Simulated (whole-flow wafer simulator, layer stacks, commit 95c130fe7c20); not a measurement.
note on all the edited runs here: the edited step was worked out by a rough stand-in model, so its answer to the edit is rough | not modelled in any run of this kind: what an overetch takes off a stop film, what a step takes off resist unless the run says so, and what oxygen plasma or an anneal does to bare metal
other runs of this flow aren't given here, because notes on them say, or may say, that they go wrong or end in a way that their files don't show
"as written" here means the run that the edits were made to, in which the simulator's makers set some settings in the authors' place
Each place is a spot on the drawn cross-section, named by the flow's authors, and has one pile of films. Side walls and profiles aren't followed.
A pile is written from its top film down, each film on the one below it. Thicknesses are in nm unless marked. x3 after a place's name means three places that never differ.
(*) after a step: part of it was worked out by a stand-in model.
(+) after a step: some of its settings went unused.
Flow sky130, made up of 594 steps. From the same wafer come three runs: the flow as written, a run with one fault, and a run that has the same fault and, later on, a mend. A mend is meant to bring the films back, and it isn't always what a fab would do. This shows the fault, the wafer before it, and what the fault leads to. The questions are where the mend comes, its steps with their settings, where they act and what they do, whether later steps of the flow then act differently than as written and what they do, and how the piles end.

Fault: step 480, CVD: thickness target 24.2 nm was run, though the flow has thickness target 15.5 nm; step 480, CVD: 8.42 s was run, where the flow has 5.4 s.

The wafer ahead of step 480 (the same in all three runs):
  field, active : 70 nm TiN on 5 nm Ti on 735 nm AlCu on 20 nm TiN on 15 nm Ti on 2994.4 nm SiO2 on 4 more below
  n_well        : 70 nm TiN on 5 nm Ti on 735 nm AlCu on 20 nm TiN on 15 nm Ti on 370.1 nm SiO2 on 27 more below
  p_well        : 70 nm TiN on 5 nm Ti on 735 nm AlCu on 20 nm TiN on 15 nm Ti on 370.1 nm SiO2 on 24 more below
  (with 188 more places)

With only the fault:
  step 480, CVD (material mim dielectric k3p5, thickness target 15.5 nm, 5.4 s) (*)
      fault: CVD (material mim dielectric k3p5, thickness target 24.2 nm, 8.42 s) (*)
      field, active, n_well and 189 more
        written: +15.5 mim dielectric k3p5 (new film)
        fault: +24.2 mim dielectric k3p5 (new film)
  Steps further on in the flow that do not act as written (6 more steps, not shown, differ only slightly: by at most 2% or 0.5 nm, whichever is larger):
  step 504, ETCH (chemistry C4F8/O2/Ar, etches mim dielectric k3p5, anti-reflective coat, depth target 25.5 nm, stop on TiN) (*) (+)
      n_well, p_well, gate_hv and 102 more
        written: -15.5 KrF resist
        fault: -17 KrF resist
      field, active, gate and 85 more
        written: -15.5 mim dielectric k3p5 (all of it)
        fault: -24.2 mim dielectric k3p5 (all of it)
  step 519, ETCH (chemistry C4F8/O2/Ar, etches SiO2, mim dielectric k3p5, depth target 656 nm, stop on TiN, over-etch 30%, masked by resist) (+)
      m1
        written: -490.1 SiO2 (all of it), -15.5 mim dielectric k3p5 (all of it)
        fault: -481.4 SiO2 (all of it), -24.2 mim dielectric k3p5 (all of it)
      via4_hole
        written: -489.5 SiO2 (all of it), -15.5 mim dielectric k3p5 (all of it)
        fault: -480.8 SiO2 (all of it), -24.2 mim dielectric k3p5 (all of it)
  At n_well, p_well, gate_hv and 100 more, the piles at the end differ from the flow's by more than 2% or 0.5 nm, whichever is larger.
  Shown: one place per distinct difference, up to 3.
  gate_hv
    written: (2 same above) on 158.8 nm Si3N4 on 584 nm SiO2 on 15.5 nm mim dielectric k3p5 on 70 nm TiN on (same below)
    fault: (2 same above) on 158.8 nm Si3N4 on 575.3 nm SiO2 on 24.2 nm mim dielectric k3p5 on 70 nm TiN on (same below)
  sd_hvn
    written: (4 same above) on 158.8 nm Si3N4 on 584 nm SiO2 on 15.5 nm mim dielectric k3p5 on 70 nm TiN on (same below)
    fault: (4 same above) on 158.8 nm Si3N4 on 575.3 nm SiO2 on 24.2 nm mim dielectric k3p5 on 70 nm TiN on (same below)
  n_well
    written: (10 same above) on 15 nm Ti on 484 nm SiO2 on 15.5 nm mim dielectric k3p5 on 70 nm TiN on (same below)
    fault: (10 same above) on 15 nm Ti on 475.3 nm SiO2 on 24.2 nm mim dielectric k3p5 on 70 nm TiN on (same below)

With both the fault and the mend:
  The mend follows step 480.
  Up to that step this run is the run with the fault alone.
  step 480a, ETCH (chemistry C4F8/O2/Ar, etches mim dielectric k3p5, anti-reflective coat, depth target 8.7 nm) (*) (the flow's step 450 again, with other settings)
      field, active, n_well and 189 more
        -8.7 mim dielectric k3p5
  None of the later steps of the flow acts differently than as written at any place that is followed.
  The piles end the same as the flow's at every place that both follow.
